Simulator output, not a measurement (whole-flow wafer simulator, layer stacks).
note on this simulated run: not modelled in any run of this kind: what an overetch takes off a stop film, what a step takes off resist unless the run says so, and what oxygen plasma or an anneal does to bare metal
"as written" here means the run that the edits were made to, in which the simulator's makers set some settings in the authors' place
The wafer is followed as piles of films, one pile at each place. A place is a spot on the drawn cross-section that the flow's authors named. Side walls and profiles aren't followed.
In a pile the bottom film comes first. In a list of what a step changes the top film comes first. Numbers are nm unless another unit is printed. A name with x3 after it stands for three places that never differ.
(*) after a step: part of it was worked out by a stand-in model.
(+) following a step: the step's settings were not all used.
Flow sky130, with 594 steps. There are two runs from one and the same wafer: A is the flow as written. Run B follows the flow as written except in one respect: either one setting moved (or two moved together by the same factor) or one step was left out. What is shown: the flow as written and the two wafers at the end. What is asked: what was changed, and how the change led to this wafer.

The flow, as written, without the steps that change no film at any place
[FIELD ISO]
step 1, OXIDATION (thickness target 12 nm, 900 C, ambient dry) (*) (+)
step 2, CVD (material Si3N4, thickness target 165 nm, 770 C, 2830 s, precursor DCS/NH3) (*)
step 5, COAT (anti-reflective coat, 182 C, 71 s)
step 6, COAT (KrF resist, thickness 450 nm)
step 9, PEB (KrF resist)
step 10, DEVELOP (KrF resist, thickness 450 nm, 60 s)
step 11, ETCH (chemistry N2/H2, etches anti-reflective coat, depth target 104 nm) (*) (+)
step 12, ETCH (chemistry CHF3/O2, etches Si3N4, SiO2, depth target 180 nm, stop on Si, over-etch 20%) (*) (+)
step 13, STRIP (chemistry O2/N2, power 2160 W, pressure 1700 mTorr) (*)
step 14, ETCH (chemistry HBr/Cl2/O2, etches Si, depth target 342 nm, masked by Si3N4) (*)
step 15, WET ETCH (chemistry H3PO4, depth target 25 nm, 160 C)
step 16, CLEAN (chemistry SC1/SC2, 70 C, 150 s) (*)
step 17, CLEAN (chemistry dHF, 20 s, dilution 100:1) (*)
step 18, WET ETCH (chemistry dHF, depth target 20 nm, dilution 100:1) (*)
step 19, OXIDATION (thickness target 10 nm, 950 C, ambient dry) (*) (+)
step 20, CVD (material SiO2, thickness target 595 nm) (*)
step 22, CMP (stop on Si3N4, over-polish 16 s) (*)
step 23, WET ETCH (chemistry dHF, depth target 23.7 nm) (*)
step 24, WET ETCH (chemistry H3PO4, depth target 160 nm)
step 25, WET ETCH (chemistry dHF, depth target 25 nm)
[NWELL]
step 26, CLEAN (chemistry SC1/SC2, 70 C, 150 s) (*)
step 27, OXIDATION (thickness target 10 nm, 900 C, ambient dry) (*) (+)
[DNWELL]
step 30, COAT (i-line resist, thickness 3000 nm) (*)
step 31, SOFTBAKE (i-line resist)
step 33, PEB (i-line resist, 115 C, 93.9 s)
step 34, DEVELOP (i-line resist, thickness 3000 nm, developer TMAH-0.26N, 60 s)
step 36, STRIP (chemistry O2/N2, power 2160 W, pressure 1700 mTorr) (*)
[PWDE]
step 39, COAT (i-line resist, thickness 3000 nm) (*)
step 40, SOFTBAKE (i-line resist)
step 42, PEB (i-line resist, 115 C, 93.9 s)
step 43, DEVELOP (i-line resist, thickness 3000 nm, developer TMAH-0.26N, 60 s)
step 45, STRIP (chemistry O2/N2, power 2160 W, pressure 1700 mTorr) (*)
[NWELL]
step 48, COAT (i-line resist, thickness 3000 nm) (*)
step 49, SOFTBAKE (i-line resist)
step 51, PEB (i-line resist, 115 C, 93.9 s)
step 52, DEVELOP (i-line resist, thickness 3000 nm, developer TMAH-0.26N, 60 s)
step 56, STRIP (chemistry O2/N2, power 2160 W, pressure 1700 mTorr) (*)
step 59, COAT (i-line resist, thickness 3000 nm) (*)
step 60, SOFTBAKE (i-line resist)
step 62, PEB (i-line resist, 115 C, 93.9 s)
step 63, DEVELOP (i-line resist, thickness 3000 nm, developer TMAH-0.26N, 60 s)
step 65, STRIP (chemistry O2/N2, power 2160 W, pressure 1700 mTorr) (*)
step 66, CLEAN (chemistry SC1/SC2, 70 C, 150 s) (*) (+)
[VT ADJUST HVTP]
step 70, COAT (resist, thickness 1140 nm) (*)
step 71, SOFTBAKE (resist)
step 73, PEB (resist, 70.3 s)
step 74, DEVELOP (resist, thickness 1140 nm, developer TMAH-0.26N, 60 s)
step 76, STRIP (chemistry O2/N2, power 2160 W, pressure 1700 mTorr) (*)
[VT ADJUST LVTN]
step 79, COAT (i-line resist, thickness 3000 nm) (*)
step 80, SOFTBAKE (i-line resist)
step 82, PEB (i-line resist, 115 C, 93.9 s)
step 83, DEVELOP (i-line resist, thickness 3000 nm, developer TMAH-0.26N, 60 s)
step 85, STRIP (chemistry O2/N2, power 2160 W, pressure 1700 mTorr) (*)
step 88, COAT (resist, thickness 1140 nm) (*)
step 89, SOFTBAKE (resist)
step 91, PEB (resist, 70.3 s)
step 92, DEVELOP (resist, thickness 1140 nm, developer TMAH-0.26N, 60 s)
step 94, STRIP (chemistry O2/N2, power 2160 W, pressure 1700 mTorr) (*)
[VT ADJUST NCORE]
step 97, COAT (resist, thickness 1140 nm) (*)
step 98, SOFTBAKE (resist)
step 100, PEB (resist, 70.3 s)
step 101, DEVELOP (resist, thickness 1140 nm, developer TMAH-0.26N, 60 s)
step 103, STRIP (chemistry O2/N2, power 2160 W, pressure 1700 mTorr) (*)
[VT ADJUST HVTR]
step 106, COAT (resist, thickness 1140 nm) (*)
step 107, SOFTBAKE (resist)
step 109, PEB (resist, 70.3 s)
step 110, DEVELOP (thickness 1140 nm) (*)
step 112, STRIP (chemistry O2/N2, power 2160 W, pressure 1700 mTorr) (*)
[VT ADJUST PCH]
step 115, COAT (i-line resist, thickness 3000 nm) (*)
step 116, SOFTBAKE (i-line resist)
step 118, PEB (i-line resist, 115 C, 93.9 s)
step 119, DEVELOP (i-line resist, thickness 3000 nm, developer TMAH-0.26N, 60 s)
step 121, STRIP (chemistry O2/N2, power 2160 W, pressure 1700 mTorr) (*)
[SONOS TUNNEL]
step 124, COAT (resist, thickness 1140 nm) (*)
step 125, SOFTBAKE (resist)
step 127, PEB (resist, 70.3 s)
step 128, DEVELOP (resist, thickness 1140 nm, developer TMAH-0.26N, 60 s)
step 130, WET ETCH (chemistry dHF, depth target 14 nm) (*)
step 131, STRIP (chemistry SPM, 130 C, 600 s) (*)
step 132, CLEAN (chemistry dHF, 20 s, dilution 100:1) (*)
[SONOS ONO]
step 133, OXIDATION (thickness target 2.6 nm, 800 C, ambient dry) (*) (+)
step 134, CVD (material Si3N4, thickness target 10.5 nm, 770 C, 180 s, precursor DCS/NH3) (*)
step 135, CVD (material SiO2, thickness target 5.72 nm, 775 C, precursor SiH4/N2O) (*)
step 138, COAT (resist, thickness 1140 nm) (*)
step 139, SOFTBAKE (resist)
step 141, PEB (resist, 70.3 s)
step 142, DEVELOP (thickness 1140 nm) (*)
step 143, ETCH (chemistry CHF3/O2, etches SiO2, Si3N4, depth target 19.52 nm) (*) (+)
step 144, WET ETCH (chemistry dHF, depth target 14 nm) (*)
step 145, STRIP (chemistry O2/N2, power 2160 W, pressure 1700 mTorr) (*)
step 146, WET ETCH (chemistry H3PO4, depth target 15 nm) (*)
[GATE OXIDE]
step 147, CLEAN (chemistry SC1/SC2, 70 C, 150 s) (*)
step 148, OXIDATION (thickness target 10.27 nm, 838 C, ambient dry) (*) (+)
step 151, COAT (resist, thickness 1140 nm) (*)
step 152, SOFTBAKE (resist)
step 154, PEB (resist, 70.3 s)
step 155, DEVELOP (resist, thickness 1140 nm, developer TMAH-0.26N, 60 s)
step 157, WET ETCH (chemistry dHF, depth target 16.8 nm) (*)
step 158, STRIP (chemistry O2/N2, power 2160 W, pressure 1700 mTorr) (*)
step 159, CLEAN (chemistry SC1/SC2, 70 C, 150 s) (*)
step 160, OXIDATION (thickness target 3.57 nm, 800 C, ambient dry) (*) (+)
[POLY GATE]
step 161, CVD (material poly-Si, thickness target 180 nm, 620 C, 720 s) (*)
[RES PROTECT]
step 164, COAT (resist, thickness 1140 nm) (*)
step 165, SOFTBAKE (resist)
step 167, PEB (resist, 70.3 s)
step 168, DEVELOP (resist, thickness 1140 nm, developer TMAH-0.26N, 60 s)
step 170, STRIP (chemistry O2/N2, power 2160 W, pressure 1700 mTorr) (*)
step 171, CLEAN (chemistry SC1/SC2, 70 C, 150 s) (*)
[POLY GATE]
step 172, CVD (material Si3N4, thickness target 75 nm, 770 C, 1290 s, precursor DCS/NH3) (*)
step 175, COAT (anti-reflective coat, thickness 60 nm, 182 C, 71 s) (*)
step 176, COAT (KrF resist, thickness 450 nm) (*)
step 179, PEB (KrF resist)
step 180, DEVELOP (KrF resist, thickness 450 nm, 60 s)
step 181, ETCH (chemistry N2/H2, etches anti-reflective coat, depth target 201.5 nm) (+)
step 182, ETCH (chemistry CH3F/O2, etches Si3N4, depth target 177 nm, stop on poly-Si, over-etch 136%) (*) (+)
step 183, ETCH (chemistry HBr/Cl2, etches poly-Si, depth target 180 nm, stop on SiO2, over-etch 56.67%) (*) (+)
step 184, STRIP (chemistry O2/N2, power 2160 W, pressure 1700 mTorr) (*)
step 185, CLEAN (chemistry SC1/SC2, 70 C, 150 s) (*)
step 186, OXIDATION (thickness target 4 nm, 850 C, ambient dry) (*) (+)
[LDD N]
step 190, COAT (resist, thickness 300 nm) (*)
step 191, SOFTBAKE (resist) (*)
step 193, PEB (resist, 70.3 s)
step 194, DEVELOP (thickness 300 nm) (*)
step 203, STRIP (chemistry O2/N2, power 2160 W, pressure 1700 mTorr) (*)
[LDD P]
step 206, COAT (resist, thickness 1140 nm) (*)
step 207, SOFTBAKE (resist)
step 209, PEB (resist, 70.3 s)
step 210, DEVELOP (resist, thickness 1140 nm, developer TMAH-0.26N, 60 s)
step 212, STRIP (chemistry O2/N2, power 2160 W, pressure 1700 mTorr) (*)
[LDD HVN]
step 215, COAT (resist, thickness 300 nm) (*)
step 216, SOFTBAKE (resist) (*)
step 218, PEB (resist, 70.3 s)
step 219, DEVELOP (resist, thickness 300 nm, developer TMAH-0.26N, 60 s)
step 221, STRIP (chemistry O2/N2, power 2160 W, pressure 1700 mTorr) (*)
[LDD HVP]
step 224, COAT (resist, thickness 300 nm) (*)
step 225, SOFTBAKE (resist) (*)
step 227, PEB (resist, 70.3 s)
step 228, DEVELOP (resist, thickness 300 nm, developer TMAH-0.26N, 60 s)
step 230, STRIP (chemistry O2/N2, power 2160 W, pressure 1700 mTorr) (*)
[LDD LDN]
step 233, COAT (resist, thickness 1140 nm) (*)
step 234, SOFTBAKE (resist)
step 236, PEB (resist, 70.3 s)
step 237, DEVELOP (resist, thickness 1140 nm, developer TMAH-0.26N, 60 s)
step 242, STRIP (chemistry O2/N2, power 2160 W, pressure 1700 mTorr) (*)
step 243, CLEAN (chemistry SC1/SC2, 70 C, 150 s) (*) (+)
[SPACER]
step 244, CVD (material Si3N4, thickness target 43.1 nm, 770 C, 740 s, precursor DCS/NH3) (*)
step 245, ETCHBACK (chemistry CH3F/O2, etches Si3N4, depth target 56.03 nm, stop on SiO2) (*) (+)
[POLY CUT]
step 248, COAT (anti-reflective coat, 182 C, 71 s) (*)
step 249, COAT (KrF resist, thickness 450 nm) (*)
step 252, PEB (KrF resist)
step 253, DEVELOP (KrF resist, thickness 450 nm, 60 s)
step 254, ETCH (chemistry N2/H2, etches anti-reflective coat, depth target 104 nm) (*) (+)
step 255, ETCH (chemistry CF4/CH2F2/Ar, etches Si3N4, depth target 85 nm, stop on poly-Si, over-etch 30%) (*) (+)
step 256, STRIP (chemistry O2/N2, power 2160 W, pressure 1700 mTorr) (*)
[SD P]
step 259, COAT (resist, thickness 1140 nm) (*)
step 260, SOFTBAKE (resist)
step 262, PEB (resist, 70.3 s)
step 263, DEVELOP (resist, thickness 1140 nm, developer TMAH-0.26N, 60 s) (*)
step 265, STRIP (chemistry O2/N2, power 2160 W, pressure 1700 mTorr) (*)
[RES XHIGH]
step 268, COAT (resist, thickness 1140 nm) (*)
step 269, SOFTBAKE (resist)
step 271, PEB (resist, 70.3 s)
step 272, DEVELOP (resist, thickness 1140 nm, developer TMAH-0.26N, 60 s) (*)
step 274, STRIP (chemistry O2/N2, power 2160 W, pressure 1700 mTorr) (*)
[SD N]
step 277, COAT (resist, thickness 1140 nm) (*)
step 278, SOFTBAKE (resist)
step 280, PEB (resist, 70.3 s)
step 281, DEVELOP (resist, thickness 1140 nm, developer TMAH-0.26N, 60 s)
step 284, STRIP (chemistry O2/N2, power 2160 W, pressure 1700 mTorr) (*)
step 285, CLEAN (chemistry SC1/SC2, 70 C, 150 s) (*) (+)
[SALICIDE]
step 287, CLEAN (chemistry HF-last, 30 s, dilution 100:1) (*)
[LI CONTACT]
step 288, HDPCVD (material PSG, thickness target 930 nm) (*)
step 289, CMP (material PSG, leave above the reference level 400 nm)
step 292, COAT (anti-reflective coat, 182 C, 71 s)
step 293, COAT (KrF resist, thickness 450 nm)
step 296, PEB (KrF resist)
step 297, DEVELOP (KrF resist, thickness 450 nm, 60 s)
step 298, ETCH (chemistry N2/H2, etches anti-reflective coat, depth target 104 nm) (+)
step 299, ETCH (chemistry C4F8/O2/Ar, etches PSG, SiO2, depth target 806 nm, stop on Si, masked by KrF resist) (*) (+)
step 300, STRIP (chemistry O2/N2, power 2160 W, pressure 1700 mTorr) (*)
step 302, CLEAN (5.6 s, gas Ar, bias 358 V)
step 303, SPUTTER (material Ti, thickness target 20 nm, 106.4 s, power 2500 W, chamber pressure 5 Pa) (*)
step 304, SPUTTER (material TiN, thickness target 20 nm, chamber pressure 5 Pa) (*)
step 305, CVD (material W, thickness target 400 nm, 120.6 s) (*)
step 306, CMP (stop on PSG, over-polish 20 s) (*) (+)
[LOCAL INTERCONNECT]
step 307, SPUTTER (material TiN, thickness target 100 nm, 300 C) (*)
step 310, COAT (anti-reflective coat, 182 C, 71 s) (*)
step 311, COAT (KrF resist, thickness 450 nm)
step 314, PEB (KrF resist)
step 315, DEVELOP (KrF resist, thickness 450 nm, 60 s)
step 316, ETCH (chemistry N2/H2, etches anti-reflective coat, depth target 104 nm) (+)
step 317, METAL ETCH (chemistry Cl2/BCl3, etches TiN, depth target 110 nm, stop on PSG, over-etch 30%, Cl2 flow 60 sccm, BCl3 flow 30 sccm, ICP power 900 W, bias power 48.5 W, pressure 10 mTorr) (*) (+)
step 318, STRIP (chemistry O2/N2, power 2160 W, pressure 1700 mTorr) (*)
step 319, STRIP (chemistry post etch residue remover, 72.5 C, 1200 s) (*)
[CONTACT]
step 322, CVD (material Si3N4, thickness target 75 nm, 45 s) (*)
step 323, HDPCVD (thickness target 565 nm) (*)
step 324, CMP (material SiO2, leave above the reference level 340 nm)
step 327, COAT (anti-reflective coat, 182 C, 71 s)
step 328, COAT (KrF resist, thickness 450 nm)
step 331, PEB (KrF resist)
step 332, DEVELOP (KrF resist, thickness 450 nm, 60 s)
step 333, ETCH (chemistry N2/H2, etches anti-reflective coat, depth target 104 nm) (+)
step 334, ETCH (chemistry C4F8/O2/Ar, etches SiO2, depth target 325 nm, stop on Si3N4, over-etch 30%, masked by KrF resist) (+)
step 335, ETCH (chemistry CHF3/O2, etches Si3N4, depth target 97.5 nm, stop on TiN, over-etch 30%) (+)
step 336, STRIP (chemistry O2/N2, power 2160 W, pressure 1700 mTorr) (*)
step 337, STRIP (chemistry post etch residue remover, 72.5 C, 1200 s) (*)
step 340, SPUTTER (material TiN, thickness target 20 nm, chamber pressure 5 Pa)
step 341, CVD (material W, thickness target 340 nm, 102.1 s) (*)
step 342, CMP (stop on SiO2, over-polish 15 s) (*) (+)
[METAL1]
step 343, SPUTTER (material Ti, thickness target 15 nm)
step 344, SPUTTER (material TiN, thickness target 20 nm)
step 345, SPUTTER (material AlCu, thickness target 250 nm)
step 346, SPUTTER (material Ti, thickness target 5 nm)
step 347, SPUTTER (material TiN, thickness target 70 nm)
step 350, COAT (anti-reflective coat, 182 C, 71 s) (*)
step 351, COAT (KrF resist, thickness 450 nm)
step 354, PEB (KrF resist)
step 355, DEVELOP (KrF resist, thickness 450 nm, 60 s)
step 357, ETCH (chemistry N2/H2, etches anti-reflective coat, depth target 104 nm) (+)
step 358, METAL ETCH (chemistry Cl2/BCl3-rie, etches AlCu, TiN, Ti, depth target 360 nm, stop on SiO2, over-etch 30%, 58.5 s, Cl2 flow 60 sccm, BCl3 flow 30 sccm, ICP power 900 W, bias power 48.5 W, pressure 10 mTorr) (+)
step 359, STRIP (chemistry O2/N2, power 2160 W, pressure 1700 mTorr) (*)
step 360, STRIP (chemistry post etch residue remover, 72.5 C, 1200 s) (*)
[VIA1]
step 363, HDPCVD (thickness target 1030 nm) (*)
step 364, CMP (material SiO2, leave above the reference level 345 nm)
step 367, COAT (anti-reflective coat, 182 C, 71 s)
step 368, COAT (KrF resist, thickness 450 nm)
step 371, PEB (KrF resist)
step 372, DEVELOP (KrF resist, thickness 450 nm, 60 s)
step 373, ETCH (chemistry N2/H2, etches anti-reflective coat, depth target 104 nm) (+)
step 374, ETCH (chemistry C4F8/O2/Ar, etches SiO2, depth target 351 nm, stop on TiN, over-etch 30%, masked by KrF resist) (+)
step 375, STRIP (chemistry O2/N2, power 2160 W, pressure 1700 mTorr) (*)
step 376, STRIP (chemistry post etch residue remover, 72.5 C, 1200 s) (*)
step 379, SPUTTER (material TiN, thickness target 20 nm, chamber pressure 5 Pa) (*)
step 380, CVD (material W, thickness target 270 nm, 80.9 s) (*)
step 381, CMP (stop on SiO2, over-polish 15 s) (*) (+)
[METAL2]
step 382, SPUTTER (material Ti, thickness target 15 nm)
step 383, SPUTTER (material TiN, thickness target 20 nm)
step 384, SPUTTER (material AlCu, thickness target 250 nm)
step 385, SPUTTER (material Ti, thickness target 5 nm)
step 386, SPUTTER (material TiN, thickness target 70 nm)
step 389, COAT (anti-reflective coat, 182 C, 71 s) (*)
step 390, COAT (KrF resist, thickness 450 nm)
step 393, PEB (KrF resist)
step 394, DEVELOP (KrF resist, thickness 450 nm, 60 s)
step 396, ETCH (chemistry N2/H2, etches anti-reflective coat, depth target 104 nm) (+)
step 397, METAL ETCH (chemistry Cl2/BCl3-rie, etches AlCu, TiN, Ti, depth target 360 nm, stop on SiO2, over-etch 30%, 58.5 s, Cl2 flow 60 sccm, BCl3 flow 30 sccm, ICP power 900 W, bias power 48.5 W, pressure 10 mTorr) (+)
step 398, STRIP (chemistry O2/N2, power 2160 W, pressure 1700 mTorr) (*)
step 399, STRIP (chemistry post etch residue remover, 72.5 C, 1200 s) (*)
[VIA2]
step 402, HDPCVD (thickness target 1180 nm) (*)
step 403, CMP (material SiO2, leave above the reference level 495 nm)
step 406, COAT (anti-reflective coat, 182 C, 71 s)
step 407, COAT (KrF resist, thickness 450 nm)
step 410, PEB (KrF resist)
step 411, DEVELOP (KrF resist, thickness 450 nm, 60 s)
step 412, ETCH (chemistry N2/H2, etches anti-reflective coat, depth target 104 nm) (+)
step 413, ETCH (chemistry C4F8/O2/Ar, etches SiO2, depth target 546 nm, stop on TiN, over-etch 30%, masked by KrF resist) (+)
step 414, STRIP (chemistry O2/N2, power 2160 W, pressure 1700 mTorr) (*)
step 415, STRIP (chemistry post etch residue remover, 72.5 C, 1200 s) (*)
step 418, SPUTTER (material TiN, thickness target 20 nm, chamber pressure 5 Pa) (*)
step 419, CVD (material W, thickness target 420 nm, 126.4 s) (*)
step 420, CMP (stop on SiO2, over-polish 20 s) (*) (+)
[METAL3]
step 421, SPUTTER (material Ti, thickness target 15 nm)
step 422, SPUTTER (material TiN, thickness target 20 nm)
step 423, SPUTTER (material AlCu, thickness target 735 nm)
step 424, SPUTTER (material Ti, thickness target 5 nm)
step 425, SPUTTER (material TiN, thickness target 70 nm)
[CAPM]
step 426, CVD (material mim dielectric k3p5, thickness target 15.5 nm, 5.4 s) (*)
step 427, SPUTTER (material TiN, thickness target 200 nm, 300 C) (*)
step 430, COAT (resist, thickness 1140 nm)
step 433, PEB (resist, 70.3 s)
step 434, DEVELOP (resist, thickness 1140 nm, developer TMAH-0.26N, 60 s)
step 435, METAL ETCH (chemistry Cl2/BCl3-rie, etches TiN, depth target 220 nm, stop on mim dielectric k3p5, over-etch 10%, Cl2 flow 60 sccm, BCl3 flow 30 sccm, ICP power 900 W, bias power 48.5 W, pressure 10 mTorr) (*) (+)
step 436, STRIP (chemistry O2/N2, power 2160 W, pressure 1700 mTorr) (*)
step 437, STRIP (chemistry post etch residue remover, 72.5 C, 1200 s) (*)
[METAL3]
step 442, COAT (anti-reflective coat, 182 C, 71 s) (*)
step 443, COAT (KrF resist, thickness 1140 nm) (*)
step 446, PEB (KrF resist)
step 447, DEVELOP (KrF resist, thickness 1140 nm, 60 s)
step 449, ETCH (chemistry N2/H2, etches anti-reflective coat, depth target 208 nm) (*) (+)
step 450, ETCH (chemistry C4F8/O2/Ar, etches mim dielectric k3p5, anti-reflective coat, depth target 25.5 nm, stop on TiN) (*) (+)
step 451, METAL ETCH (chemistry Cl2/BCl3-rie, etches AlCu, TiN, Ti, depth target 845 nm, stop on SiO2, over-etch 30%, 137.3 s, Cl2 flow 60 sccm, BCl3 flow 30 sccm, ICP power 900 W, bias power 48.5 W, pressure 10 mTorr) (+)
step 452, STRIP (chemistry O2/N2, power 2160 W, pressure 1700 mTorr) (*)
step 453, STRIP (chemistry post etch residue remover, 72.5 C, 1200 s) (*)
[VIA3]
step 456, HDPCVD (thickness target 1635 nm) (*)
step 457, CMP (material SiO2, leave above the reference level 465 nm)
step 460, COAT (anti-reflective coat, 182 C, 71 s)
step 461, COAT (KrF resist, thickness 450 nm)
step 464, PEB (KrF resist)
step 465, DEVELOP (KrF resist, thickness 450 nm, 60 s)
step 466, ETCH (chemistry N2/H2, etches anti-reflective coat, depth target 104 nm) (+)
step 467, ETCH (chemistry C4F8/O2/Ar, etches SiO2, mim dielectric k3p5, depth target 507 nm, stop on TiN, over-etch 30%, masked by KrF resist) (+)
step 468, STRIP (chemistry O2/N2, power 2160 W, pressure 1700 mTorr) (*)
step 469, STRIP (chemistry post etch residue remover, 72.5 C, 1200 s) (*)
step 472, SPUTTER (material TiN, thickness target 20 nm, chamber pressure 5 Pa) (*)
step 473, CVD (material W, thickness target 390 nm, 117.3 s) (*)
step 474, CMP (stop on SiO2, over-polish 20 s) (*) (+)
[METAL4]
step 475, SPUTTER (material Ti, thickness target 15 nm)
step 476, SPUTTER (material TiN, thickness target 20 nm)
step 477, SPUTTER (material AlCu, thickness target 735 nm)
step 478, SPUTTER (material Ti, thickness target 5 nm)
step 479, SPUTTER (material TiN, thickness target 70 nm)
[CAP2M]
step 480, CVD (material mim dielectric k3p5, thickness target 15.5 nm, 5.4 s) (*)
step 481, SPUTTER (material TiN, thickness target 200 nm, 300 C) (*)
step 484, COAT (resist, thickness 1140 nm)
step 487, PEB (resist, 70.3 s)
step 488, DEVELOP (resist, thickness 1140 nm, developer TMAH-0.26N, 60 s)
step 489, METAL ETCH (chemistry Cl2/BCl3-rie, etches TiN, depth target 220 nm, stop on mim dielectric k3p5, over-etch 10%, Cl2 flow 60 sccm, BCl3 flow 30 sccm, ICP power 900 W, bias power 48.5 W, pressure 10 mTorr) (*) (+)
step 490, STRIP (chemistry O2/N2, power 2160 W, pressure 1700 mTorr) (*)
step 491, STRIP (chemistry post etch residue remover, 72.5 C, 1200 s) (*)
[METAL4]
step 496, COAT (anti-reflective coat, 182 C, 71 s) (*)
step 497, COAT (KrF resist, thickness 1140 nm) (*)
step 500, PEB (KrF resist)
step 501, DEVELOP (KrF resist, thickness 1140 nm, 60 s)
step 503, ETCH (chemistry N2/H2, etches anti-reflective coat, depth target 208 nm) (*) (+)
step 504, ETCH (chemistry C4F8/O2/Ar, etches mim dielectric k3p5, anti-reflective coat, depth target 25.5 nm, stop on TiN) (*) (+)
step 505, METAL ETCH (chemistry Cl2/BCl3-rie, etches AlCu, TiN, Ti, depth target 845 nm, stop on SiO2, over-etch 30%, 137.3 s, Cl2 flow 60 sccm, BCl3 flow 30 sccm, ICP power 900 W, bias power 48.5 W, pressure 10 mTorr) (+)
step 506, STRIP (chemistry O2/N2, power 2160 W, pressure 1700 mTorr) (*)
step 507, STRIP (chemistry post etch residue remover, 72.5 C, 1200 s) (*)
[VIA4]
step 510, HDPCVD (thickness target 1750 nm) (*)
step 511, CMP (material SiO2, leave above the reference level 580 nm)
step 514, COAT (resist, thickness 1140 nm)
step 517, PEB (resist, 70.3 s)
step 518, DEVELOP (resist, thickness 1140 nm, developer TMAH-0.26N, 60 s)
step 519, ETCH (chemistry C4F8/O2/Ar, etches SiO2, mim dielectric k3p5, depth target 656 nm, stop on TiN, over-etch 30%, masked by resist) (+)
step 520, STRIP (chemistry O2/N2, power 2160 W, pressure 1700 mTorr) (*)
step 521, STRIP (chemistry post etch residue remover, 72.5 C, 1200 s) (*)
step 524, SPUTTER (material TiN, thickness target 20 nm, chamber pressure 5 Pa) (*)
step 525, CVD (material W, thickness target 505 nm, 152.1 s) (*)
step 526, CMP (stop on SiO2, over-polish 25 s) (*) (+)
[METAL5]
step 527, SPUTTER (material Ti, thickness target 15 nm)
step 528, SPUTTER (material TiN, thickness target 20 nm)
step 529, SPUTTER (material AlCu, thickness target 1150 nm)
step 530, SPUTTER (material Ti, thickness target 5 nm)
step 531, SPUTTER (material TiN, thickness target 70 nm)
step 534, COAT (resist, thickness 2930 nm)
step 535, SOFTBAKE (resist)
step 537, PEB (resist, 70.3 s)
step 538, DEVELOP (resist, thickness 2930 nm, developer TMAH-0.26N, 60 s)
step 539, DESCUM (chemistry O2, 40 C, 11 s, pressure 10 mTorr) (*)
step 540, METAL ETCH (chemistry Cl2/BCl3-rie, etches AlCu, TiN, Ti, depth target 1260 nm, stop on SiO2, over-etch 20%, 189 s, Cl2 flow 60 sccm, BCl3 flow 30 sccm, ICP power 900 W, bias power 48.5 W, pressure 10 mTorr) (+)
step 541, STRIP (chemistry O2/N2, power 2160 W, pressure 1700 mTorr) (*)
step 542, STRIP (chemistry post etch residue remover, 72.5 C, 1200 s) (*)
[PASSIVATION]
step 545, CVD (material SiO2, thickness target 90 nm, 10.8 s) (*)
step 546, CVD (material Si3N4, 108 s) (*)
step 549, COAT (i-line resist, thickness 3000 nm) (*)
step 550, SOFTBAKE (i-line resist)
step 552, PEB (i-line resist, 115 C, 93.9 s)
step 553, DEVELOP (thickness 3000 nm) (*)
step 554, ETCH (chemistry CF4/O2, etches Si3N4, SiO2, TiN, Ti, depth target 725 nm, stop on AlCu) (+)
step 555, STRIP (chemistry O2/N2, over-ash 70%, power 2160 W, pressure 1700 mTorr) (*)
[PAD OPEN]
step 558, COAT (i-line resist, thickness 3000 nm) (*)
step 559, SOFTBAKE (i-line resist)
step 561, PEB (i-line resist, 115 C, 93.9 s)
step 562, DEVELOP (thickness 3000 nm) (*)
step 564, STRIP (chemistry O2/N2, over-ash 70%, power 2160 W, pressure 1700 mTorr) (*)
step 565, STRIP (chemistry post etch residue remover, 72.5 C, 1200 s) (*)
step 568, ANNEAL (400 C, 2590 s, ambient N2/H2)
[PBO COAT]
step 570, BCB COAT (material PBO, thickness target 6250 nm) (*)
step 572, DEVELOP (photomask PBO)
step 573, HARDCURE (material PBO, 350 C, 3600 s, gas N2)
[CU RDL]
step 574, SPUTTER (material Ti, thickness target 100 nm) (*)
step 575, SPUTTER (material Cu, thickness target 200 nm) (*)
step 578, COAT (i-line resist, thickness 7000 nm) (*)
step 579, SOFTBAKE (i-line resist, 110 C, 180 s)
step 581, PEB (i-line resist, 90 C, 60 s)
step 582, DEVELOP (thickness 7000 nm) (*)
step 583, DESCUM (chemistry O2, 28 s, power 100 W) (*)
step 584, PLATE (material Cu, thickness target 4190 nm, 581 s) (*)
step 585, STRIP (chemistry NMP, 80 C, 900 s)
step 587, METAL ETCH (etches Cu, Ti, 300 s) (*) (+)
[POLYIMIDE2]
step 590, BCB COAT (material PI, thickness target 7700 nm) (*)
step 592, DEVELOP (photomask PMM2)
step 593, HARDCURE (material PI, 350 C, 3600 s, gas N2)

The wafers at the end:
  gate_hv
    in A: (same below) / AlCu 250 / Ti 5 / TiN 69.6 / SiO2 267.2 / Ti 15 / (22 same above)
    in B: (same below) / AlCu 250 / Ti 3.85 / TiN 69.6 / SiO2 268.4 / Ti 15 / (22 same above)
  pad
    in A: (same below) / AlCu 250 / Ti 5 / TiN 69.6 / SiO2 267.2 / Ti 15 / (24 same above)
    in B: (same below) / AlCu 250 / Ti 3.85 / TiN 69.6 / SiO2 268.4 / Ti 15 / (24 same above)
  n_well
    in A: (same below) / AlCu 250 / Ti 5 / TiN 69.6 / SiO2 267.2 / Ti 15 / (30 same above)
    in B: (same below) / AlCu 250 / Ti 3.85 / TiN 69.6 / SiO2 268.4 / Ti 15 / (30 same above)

The reason: step 346, SPUTTER: thickness target 3.85 nm was run, whereas the flow has thickness target 5 nm.
One can read it off the wafer: gate_hv has Ti 3.85, and step 346 as written asks for 5 nm.

Step by step, how the change led to this:
  step 346, SPUTTER (material Ti, thickness target 5 nm)
      field, active, n_well and 188 more: A +5 Ti (new film) | B +3.85 Ti (new film)
  step 358, METAL ETCH (chemistry Cl2/BCl3-rie, etches AlCu, TiN, Ti, depth target 360 nm, stop on SiO2, over-etch 30%, 58.5 s, Cl2 flow 60 sccm, BCl3 flow 30 sccm, ICP power 900 W, bias power 48.5 W, pressure 10 mTorr) (+)
      field, active, gate and 81 more: A -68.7 TiN (all of it), -5 Ti (all of it), -250 AlCu (all of it), -20 TiN (all of it), -15 Ti (all of it), -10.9 SiO2 | B -68.7 TiN (all of it), -3.85 Ti (all of it), -250 AlCu (all of it), -20 TiN (all of it), -15 Ti (all of it), -11 SiO2
